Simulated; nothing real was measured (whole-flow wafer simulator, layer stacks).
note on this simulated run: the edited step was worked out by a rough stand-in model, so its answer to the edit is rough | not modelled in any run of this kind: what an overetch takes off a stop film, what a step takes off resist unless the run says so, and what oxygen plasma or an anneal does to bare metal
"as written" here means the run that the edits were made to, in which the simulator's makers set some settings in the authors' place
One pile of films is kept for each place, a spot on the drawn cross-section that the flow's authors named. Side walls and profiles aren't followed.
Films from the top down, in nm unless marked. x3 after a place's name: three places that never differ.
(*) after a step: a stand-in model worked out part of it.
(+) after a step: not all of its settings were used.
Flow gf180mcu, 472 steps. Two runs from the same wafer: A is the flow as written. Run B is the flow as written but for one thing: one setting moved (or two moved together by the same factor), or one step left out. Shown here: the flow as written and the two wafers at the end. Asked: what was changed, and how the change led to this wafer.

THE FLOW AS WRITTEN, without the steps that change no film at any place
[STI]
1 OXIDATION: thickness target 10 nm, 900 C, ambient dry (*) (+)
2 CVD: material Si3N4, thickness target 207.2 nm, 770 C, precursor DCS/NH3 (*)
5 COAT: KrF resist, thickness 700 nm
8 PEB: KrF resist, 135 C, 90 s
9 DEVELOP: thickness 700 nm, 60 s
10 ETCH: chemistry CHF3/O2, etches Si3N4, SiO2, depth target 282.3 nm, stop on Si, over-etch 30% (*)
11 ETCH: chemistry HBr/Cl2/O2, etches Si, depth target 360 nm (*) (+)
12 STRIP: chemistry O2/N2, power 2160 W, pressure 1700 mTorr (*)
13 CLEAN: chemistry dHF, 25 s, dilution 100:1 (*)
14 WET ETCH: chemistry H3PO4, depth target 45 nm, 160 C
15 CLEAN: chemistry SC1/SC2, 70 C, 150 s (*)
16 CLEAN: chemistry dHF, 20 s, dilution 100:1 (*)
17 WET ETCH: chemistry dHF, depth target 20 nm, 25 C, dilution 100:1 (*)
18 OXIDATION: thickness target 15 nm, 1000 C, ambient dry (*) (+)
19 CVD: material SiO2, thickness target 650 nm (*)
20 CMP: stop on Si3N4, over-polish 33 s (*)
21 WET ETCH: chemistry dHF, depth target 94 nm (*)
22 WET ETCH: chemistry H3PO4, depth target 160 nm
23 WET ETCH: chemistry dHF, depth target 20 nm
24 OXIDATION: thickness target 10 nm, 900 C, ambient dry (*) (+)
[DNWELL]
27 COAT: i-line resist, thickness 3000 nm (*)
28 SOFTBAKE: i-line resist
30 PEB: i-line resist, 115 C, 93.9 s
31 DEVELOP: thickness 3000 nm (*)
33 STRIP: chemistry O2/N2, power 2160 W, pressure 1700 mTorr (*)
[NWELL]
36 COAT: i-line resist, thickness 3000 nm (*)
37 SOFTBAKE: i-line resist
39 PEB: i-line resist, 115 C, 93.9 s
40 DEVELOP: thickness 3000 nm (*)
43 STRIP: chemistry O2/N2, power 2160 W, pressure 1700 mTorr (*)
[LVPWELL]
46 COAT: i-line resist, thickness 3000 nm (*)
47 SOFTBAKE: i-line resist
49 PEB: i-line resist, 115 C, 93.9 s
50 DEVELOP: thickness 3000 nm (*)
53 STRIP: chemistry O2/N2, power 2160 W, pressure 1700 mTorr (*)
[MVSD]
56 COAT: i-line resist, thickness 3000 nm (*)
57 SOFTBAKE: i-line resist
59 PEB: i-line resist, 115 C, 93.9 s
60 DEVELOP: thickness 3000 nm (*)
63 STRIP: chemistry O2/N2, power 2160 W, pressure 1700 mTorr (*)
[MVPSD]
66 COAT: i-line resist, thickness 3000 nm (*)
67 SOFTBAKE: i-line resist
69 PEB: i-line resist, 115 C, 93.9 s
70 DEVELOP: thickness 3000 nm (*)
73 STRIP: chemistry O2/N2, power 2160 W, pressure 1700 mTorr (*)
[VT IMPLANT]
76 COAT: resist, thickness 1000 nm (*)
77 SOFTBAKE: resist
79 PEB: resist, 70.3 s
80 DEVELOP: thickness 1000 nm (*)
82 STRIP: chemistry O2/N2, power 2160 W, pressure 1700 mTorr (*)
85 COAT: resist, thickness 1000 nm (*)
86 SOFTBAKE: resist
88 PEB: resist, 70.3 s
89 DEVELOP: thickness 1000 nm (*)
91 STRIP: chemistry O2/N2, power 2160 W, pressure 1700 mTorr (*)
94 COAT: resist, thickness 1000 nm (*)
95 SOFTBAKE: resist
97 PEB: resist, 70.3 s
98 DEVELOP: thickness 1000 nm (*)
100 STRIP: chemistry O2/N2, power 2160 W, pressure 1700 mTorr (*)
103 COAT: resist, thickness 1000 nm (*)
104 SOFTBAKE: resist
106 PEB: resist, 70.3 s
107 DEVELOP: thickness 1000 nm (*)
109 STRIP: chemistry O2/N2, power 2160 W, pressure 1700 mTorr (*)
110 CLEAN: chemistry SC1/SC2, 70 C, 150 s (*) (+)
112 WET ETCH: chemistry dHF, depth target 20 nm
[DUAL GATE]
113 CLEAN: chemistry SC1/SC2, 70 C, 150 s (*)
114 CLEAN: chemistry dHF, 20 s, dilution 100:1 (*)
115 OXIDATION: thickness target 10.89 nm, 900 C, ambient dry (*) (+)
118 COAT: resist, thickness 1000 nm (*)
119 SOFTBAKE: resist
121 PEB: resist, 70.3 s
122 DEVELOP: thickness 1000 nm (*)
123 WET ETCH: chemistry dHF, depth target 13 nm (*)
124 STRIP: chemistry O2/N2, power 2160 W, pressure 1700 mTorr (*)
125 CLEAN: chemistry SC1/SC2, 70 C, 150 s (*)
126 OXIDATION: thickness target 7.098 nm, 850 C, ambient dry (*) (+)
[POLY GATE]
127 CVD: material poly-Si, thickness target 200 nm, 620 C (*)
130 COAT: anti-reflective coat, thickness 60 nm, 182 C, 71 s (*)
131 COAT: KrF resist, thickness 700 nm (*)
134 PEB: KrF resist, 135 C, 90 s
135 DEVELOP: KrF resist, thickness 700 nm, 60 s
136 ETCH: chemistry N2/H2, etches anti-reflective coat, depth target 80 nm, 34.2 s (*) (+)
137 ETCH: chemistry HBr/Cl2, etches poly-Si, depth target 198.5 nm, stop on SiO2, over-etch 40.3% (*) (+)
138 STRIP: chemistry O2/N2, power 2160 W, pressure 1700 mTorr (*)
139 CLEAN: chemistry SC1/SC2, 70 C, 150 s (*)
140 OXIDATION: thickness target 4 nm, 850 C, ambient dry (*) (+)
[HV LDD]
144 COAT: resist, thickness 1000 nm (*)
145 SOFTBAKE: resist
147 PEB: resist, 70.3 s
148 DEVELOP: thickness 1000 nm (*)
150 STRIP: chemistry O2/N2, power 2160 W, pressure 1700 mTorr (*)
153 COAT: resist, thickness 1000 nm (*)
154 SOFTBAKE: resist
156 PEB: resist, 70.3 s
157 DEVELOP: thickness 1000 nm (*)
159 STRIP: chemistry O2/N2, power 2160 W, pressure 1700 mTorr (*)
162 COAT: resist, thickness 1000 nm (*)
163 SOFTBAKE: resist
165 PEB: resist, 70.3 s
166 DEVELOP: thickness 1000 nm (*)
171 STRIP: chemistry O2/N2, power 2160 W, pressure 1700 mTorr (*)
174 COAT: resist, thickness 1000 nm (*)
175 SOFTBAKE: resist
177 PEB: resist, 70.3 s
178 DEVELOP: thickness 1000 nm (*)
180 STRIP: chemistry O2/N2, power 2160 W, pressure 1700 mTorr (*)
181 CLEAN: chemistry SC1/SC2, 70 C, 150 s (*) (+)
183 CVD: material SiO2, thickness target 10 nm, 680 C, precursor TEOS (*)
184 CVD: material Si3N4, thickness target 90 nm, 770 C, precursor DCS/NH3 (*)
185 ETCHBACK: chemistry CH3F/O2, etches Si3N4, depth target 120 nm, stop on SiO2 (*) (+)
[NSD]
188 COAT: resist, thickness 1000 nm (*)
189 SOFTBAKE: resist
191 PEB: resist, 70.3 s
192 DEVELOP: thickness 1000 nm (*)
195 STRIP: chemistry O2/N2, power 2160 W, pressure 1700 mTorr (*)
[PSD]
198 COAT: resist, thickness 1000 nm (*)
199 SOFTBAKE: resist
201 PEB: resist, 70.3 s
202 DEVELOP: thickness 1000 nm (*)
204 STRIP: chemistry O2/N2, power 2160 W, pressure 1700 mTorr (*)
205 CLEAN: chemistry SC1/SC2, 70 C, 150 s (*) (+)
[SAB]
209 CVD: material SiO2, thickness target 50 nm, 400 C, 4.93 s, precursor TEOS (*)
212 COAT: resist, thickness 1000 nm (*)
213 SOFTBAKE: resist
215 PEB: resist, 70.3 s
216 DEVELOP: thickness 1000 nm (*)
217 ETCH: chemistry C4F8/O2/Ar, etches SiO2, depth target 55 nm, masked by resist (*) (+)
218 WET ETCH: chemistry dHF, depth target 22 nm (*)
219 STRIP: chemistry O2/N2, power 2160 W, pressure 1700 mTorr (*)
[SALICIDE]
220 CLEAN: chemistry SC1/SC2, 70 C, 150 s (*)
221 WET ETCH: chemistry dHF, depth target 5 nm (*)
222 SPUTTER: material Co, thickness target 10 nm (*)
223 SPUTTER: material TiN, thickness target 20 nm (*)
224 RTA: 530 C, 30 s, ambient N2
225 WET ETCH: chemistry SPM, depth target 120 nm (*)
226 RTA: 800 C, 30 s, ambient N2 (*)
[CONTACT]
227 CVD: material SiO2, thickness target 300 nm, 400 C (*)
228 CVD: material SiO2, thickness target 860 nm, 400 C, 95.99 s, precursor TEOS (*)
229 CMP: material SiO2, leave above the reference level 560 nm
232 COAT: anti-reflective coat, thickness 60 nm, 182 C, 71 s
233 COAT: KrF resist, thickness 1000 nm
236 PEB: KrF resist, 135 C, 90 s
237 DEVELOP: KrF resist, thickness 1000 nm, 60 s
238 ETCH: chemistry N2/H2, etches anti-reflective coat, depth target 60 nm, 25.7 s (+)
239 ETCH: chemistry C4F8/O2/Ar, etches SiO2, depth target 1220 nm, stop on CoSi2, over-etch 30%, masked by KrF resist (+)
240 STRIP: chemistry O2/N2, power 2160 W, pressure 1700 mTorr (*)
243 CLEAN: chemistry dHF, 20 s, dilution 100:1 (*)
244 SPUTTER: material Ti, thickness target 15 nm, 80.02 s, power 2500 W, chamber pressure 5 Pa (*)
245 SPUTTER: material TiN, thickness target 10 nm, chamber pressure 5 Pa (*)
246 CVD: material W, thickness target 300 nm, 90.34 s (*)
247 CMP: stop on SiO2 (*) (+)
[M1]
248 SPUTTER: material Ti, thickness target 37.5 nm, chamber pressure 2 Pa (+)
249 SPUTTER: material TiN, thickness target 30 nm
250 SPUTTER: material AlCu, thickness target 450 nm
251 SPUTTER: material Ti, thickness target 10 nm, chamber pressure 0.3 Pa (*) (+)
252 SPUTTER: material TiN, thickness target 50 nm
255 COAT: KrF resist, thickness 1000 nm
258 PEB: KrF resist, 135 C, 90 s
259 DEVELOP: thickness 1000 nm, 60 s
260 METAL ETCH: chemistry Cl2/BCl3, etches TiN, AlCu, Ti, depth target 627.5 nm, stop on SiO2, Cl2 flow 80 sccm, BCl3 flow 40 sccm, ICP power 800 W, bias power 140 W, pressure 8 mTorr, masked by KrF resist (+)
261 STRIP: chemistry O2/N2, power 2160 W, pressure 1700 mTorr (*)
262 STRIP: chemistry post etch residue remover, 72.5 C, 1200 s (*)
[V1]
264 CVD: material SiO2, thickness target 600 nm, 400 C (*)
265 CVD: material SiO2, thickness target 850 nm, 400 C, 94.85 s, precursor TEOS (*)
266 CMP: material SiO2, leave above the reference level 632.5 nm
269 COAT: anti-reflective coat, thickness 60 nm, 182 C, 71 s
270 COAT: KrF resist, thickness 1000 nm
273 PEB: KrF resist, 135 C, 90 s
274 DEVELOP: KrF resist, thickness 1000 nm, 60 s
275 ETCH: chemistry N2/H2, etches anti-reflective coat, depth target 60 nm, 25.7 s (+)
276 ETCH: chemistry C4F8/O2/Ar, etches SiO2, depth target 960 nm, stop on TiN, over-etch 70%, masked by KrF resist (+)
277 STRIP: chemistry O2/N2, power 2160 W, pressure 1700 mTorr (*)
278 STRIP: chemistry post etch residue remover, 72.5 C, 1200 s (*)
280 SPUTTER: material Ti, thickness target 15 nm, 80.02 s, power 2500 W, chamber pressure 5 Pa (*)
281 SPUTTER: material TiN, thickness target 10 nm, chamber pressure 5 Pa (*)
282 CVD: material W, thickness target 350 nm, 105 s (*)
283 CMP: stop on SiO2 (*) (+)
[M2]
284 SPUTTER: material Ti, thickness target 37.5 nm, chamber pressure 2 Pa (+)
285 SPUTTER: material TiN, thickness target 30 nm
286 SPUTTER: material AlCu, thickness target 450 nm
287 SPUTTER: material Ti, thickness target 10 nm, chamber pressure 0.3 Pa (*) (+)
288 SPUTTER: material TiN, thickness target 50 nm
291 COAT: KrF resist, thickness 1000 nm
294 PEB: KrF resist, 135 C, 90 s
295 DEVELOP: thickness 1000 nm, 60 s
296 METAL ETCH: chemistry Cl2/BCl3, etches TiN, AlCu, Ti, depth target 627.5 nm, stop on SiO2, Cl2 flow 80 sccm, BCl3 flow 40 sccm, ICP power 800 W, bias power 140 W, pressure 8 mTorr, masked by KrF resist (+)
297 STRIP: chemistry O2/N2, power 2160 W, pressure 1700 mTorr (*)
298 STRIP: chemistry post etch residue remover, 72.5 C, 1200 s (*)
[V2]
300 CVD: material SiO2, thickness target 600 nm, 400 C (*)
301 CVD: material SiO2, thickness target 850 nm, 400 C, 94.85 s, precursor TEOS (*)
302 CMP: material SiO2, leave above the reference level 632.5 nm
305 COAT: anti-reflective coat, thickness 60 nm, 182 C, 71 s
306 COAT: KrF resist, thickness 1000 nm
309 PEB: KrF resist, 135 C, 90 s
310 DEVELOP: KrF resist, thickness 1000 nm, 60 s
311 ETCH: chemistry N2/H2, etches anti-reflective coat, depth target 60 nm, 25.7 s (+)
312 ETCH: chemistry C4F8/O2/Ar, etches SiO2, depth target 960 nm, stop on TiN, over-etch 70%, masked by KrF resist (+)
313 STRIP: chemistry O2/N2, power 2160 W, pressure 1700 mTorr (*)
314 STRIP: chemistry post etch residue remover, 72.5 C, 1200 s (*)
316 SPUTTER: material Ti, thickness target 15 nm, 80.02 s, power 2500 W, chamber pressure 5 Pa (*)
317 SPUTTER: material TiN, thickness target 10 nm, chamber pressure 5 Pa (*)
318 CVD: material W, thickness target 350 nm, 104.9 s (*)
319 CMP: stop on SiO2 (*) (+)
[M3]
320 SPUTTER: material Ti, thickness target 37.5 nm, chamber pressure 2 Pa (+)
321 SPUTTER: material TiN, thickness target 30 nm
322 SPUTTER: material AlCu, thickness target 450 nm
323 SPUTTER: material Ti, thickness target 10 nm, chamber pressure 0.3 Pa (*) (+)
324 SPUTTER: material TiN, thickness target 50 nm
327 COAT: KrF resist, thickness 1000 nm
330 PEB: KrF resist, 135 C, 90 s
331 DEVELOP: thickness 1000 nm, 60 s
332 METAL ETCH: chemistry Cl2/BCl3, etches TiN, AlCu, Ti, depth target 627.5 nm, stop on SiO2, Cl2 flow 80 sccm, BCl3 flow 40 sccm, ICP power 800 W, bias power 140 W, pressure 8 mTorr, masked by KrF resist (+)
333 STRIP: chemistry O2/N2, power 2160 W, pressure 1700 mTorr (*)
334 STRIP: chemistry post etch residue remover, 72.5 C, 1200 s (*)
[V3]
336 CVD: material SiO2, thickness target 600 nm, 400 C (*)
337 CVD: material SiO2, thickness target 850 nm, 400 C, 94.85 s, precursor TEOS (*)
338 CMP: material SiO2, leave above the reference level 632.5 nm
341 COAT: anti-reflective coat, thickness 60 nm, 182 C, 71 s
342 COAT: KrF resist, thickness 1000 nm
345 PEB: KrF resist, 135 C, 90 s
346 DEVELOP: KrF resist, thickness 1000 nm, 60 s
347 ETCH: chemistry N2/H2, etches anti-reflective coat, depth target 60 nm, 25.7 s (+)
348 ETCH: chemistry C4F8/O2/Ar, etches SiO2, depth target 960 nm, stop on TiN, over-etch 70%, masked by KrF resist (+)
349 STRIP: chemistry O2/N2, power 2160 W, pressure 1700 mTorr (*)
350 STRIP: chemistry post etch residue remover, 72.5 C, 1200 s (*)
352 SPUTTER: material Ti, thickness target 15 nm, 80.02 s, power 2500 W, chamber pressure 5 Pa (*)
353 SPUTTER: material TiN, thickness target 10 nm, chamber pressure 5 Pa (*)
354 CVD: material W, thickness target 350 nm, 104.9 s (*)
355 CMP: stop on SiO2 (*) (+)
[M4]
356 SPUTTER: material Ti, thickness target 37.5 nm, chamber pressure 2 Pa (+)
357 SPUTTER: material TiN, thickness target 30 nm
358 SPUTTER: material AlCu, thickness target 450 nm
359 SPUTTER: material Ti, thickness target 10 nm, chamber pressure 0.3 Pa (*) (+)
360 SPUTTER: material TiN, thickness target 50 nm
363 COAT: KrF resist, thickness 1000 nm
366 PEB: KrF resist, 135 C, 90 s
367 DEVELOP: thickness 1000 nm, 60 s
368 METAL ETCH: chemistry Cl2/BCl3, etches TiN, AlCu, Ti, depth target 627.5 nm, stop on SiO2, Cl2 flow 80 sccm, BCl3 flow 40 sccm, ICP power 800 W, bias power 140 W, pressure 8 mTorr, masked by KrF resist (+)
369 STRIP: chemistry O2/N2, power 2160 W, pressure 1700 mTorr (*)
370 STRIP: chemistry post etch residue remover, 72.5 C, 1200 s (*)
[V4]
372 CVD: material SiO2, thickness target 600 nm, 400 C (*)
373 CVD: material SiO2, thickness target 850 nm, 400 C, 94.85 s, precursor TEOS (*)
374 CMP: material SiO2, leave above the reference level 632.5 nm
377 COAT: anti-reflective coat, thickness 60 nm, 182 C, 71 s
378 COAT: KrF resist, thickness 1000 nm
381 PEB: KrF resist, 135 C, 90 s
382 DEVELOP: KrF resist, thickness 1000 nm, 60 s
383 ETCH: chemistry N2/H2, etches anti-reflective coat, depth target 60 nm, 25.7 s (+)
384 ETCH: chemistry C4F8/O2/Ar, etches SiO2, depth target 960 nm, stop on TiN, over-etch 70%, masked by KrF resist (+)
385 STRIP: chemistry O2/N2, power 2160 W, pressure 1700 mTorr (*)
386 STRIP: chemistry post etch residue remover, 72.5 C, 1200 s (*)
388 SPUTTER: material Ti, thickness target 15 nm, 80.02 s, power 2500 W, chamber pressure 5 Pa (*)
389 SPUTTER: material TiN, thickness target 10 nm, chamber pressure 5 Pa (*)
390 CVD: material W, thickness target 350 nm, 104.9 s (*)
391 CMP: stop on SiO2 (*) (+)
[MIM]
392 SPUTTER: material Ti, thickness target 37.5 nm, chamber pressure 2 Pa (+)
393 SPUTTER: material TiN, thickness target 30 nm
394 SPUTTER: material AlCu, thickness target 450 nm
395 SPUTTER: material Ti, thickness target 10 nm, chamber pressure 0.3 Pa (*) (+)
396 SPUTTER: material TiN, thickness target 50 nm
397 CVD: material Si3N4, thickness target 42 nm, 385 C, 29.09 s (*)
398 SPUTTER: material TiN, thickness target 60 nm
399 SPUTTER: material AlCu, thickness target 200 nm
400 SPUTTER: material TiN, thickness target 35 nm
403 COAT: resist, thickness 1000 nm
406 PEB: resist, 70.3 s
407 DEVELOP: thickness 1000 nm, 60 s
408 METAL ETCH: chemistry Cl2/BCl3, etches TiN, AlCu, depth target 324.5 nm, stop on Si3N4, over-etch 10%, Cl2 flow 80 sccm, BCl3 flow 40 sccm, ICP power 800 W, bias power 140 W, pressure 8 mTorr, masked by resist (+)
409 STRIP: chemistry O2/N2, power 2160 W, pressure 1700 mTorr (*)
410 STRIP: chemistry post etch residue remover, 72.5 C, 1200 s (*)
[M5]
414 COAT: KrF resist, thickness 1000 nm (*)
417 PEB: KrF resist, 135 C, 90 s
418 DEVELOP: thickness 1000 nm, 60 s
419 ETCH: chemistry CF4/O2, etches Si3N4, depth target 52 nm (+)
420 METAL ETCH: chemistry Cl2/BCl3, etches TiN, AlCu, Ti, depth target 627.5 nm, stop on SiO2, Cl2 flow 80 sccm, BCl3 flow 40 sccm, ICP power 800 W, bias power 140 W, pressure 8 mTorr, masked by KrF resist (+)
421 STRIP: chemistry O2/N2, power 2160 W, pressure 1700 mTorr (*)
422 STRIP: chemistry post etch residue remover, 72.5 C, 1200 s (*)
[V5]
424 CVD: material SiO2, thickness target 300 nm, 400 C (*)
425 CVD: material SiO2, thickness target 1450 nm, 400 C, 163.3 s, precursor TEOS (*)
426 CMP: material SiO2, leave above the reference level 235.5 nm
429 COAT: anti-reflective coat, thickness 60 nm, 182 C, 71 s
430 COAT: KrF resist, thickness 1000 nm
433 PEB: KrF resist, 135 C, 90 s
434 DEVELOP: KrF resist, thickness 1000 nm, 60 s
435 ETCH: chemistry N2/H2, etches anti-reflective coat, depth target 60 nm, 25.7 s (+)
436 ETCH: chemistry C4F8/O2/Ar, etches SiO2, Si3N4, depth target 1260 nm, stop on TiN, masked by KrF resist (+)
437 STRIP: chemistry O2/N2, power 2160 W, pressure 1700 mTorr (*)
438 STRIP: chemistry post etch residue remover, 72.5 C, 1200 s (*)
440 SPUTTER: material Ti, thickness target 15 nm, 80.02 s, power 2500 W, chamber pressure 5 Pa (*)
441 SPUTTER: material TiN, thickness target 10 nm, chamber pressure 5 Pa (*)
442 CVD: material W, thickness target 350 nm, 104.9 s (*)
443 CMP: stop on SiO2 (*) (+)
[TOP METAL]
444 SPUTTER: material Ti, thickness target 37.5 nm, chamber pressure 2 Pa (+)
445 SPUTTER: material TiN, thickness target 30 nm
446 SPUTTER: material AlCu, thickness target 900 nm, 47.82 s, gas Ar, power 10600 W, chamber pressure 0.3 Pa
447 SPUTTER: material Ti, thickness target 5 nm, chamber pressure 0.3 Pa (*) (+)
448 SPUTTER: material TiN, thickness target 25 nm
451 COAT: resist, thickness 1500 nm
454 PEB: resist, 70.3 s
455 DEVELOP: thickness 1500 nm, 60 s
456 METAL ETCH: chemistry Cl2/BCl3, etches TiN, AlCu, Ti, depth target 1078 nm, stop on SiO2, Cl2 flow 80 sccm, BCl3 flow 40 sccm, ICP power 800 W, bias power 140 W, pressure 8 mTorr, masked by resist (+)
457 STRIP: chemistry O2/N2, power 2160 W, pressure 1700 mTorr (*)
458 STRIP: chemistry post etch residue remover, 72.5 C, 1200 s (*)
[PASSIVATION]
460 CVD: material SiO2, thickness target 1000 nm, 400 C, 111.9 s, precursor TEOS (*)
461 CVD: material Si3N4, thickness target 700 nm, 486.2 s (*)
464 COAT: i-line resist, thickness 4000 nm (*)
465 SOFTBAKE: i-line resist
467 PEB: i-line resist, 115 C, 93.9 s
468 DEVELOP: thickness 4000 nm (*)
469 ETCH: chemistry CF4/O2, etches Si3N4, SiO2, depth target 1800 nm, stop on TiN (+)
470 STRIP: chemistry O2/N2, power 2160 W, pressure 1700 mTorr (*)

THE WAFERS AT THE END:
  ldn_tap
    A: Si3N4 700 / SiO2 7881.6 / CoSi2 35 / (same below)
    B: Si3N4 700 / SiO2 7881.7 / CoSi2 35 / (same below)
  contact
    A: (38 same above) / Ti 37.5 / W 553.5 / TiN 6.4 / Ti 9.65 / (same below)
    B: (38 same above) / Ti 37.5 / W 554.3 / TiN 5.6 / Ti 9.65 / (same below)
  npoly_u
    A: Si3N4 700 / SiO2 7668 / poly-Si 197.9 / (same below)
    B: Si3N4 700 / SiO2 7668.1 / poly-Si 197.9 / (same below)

The cause: step 281, SPUTTER: thickness target 8.75 nm was run, where the flow has thickness target 10 nm.

How the change led to this, step by step:
  281 SPUTTER: material TiN, thickness target 10 nm, chamber pressure 5 Pa (*)
      field, field__w1, field__w2 and 107 more: A TiN +10 (new film) | B TiN +8.75 (new film)
      contact: A TiN +6.4 (new film) | B TiN +5.6 (new film)
  283 CMP: stop on SiO2 (*) (+)
      field, field__w1, field__w2 and 107 more: A W -350 (all of it), TiN -10 (all of it), Ti -15 (all of it), SiO2 -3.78 | B W -350 (all of it), TiN -8.75 (all of it), Ti -15 (all of it), SiO2 -3.77
